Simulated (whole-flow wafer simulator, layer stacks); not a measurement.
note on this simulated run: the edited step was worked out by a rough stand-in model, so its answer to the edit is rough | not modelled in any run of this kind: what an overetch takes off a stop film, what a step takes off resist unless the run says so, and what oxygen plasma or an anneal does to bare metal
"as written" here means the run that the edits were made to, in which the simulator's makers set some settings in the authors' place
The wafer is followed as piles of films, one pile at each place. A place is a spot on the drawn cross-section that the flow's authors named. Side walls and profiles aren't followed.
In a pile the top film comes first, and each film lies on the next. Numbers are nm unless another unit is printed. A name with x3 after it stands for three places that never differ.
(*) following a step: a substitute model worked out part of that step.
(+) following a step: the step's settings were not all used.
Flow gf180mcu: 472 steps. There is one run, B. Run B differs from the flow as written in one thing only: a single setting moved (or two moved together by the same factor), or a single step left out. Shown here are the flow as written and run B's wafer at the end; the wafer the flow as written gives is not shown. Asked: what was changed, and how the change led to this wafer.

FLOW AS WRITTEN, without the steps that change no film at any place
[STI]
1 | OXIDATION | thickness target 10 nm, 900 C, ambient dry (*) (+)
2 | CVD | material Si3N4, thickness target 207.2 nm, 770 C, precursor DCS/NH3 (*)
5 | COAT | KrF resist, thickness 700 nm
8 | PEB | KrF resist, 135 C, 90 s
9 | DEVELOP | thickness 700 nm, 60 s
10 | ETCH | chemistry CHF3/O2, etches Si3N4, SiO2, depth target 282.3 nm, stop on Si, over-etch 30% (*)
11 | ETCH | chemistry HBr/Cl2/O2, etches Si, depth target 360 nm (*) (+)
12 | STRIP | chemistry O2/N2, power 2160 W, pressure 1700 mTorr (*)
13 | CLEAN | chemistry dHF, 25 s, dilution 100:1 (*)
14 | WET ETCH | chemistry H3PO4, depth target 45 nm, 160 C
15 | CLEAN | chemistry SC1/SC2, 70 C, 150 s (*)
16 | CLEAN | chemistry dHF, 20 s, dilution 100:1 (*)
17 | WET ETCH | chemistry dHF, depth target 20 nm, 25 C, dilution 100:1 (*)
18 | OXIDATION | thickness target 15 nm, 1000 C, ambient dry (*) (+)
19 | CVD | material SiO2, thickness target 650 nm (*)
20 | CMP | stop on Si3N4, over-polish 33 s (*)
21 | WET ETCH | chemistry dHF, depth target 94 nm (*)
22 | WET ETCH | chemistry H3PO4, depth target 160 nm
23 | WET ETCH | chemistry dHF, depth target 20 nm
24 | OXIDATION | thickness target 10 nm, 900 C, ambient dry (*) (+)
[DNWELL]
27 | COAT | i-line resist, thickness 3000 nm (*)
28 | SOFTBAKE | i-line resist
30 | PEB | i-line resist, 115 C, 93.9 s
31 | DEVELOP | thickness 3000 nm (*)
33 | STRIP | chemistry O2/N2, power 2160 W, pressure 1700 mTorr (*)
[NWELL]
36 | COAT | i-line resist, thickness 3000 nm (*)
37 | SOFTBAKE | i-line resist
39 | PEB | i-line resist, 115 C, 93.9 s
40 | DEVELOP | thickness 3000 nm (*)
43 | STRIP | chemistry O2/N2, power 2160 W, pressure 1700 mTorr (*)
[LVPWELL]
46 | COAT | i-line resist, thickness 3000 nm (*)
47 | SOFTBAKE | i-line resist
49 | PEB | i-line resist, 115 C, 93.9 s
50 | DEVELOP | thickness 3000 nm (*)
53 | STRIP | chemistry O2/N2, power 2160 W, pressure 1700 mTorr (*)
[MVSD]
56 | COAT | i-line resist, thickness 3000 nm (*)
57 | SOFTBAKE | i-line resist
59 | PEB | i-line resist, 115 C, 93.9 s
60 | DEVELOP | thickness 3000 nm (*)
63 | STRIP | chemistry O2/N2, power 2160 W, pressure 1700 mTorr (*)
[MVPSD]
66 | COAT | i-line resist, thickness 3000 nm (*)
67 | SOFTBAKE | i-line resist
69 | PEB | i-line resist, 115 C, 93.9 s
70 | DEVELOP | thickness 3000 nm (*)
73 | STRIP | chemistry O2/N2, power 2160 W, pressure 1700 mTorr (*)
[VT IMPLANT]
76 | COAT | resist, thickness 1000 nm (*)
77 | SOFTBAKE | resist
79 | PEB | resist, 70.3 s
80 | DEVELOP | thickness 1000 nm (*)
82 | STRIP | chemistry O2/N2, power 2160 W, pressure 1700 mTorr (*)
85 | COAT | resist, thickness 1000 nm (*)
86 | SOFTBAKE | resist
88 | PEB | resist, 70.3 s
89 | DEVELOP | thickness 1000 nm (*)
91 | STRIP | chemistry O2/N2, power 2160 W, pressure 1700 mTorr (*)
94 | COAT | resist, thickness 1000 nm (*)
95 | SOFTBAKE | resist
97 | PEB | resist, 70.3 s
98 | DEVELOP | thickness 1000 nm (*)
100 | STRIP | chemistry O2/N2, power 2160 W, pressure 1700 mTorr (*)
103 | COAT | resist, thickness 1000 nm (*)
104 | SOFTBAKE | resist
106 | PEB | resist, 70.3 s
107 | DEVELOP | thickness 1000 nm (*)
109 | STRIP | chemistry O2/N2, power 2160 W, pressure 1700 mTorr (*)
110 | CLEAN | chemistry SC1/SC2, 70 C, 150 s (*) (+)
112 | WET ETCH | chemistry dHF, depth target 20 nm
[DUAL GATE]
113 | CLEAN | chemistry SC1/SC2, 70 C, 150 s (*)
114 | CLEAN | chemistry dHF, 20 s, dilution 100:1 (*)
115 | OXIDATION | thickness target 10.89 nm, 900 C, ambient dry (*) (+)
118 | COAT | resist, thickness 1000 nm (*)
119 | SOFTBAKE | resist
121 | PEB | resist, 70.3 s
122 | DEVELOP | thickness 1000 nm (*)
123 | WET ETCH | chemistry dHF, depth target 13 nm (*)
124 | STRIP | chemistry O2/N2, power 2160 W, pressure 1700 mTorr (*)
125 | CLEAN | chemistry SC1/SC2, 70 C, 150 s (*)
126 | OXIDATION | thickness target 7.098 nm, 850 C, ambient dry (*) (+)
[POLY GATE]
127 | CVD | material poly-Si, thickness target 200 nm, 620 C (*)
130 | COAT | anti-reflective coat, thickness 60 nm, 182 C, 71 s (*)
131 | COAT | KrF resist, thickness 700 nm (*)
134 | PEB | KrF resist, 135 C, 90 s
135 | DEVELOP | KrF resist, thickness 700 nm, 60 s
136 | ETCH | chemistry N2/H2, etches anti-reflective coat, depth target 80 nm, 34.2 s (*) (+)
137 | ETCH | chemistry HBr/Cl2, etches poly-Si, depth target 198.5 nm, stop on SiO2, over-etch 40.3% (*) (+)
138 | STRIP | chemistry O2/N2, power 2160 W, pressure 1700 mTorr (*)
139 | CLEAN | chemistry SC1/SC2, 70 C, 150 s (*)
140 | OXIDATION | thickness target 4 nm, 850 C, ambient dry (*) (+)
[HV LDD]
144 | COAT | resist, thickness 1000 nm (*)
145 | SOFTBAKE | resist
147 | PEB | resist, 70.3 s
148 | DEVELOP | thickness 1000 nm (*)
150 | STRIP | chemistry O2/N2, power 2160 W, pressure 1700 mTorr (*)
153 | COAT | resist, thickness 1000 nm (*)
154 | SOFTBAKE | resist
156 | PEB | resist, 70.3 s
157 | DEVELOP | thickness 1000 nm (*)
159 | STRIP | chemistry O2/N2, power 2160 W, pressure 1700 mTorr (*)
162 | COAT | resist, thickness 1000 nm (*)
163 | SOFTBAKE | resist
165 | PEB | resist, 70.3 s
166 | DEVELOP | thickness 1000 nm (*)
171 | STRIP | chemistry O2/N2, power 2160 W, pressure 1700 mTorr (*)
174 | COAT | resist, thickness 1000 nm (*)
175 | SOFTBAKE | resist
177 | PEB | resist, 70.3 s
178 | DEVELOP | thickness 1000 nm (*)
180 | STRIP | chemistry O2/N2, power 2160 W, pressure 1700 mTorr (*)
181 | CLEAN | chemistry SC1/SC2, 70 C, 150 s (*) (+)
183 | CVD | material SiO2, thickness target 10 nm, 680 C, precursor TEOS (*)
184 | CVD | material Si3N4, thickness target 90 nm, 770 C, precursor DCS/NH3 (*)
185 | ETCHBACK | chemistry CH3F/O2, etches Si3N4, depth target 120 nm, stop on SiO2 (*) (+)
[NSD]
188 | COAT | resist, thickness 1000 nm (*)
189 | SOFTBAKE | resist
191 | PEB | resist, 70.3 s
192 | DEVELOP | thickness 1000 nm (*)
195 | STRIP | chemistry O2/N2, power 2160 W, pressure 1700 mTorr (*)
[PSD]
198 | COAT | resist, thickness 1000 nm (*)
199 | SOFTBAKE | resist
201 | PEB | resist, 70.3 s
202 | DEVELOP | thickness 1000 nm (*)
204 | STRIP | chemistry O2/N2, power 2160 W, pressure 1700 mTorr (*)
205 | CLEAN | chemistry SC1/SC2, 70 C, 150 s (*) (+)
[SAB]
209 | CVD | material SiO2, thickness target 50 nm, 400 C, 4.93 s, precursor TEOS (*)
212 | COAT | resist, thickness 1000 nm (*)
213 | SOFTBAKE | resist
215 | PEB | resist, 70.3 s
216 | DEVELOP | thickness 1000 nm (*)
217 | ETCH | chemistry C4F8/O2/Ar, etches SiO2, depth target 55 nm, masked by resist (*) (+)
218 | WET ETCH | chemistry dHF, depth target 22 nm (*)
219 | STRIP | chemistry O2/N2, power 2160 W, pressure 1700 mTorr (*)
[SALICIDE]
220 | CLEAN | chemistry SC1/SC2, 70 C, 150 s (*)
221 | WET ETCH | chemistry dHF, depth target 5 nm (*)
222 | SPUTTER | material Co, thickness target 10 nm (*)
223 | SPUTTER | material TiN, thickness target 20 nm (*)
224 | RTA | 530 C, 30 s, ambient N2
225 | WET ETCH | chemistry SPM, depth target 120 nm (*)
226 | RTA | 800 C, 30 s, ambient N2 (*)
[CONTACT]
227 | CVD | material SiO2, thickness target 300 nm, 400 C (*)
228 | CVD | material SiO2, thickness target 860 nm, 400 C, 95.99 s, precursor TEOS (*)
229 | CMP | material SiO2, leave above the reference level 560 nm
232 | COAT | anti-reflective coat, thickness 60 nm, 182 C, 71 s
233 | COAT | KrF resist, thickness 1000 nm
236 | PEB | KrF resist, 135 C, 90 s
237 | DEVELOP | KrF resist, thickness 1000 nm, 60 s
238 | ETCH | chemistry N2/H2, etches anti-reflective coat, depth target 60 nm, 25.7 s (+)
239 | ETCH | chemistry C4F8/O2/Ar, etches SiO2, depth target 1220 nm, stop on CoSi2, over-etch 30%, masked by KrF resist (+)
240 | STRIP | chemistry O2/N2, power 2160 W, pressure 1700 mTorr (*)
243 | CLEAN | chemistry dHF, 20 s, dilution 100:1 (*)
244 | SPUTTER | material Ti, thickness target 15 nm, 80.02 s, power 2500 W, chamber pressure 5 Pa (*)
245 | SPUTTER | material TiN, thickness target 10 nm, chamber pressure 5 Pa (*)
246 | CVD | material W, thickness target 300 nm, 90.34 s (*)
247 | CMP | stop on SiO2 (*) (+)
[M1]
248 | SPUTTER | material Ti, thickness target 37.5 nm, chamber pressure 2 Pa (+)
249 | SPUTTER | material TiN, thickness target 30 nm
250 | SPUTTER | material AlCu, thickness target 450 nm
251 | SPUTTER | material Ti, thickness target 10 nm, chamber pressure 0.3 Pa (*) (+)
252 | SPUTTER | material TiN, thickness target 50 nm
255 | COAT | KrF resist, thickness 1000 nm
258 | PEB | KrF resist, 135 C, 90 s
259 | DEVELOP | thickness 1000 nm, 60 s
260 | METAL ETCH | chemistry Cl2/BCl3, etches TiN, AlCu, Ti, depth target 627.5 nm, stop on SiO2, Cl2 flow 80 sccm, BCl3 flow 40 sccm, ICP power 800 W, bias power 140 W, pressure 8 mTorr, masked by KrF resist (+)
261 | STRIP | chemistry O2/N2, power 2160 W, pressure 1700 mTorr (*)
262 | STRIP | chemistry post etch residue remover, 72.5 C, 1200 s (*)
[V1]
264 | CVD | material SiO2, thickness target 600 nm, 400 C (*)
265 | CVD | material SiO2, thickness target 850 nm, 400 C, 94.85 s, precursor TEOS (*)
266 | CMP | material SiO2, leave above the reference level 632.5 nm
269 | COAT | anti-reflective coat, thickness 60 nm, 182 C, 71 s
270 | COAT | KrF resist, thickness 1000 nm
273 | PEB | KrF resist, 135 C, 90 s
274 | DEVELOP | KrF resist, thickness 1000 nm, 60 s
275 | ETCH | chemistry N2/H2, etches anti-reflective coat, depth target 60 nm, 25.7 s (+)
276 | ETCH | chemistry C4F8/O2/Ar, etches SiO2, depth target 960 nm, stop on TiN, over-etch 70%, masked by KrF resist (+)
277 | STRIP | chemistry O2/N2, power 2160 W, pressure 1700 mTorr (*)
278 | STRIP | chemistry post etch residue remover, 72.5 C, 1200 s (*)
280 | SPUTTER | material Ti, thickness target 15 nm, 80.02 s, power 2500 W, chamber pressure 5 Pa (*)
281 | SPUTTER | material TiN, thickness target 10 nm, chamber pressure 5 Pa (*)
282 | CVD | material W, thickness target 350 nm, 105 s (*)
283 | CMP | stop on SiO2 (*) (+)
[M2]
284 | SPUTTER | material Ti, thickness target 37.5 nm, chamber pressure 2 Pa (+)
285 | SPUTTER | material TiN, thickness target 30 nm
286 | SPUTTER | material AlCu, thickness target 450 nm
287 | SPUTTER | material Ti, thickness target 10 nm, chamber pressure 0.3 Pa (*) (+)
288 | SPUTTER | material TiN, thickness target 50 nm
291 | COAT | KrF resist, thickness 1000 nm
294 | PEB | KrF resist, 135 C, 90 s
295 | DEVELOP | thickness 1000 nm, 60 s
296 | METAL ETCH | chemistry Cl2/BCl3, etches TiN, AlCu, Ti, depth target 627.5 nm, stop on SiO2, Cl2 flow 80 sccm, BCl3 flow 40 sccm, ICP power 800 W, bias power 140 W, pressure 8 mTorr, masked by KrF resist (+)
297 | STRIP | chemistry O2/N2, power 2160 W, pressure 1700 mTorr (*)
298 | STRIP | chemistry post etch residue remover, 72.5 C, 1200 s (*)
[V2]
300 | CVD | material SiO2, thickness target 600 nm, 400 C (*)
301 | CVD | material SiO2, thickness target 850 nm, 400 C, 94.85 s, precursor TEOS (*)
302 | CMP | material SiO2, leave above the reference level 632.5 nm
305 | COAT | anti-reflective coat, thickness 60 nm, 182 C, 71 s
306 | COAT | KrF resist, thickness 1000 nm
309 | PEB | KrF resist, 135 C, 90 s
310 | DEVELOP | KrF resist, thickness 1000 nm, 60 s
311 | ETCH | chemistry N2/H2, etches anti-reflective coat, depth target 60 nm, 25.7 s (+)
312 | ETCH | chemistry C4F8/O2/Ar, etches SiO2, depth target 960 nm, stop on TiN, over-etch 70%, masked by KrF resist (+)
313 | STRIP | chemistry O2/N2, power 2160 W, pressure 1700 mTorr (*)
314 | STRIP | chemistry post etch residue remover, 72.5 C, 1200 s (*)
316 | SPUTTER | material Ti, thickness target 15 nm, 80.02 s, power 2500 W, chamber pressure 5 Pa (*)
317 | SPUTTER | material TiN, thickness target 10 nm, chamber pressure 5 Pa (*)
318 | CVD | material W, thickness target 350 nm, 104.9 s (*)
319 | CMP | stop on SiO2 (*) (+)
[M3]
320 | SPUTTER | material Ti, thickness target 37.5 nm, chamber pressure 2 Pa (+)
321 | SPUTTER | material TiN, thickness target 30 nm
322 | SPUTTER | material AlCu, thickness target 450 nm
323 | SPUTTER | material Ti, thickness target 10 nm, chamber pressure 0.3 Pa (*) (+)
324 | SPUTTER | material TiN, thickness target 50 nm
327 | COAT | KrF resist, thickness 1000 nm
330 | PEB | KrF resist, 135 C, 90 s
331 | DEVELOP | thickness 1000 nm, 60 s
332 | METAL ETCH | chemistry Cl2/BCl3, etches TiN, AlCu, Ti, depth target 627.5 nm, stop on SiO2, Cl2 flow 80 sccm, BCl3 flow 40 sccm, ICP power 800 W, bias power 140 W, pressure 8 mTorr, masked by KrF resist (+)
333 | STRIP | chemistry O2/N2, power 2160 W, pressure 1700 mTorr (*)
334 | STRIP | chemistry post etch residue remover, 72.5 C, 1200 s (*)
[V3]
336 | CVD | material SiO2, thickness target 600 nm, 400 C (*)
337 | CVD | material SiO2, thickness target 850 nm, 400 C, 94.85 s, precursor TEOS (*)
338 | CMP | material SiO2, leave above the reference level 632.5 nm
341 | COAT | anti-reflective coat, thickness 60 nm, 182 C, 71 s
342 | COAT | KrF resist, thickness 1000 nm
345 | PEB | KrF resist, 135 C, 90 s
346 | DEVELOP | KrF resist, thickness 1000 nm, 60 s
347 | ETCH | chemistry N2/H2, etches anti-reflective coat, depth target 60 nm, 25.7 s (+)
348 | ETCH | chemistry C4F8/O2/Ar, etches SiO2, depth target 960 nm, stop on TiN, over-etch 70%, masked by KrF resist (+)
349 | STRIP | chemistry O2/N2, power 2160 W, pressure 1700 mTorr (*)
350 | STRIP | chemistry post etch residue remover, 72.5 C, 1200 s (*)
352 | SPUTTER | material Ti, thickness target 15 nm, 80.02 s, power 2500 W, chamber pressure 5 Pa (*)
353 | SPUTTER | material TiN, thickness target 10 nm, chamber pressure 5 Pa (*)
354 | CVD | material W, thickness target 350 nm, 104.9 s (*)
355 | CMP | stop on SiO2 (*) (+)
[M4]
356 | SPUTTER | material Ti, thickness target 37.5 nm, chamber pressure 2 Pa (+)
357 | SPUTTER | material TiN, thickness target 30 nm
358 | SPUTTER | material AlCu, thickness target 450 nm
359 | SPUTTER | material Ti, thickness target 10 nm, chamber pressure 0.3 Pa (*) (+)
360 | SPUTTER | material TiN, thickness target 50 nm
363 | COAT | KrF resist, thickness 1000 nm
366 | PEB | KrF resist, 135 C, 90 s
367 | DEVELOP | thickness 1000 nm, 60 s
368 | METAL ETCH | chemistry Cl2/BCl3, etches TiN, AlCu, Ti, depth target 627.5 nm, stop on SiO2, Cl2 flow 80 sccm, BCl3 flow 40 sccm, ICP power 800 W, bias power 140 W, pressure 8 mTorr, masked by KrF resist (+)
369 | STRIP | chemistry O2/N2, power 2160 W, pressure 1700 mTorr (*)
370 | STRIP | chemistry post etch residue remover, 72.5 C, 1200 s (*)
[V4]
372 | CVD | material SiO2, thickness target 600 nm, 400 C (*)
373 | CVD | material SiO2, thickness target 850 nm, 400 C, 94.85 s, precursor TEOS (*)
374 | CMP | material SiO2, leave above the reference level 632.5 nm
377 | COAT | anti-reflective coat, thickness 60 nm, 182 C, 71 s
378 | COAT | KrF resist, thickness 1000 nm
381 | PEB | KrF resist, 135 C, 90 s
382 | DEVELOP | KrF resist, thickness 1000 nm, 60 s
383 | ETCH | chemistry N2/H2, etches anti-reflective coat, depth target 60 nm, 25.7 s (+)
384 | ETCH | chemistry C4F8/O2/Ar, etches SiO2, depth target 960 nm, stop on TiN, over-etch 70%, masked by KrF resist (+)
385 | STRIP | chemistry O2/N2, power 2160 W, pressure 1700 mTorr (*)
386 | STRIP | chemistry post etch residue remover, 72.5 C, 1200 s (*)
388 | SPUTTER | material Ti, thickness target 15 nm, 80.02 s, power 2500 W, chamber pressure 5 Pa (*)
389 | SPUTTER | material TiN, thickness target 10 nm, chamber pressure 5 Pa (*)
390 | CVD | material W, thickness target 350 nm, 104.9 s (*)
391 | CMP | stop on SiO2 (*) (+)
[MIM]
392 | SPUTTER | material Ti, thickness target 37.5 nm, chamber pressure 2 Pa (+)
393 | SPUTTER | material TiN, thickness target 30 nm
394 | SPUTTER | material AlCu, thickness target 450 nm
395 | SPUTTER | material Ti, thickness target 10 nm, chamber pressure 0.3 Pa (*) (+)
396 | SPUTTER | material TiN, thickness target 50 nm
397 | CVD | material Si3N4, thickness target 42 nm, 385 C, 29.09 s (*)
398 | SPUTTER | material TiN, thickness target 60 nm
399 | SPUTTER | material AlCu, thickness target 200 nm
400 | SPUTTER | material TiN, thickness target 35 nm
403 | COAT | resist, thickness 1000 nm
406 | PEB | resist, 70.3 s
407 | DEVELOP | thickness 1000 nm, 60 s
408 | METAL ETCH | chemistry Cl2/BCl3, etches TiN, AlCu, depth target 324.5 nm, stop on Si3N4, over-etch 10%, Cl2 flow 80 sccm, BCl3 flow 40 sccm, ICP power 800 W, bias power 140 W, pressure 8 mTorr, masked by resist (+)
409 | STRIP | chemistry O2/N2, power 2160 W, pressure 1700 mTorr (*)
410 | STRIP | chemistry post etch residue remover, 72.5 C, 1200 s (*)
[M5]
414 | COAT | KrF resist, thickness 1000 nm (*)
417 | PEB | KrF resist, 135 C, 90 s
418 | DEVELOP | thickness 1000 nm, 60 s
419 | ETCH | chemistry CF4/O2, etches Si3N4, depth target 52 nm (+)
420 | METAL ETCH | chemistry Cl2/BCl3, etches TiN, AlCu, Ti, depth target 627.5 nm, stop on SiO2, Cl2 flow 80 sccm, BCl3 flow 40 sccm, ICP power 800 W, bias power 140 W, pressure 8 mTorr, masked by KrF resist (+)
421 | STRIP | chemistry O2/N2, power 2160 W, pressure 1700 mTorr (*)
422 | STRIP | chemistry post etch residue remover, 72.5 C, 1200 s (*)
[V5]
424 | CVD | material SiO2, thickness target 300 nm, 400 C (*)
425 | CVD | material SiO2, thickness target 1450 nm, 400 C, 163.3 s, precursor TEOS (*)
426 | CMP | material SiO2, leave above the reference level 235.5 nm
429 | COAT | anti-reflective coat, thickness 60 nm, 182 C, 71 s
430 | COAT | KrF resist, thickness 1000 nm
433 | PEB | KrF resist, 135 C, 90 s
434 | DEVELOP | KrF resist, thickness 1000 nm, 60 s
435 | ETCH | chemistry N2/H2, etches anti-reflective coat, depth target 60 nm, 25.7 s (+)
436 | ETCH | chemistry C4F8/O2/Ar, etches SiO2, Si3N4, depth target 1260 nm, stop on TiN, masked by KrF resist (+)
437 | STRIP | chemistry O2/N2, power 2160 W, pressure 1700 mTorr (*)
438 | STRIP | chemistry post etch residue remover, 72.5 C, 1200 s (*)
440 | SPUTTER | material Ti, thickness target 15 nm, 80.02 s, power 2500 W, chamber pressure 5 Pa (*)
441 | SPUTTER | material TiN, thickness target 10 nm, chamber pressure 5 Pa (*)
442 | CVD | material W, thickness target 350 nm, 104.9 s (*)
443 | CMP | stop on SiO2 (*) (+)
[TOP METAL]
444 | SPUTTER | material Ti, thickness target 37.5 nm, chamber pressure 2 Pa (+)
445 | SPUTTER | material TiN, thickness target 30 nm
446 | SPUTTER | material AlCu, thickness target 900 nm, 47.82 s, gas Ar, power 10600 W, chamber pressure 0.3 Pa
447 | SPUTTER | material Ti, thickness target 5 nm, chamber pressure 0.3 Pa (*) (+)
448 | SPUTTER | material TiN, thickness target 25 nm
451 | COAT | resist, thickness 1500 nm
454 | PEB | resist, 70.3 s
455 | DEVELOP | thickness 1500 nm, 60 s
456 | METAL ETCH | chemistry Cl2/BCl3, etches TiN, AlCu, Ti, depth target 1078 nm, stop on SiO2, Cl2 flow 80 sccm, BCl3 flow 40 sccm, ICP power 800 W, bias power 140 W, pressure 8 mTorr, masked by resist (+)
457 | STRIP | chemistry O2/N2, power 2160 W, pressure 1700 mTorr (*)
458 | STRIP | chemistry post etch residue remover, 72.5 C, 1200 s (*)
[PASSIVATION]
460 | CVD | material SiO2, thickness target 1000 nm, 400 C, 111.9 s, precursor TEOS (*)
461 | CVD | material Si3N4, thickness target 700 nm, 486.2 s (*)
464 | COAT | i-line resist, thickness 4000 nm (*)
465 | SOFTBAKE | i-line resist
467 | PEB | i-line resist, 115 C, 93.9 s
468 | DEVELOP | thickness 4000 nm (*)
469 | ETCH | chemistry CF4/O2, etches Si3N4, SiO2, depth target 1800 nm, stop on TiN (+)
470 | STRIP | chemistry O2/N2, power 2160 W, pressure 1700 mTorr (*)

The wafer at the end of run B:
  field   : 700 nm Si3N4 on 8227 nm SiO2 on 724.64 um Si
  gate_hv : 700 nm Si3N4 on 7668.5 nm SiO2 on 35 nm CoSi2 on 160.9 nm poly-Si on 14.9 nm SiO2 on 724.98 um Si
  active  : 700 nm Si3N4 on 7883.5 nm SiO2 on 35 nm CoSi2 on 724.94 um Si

Cause: step 126, OXIDATION: thickness target 7.879 nm was run, though the flow has thickness target 7.098 nm.

The path from the change to this, step by step:
  126 | OXIDATION | thickness target 7.098 nm, 850 C, ambient dry (*) (+)
      gate_hv, active_hv, active_nat and 25 more: SiO2 gains 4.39, Si loses 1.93 (as written it would have been: SiO2 gains 3.72, Si loses 1.64)
      active, n_well, p_well and 12 more: SiO2 gains 7.88 (new film), chemical SiO2 loses 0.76 (all of it), Si loses 3.13 (as written it would have been: SiO2 gains 7.1 (new film), chemical SiO2 loses 0.76 (all of it), Si loses 2.79)
  189 | SOFTBAKE | resist
      nw_enc_fld_lv__w3: resist loses 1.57 (as written it would have been: resist gains 2.11)
  199 | SOFTBAKE | resist
      nw_enc_fld_lv__w3: resist loses 1.57 (as written it would have been: resist gains 2.11)
  218 | WET ETCH | chemistry dHF, depth target 22 nm (*)
      active, p_well, sd_n, iso_ptap_pw, iso_ntap_nw, iso_ptap_sub, vpnp_e: SiO2 loses 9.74 (all of it) (as written it would have been: SiO2 loses 9.01 (all of it))
      ldn_tap, ldn_src, ldn_drn, ldp_tap, ldp_src, ldp_drn, ldp_gr: SiO2 loses 16.6 (all of it) (as written it would have been: SiO2 loses 16 (all of it))
      (and at 9 other places as well)
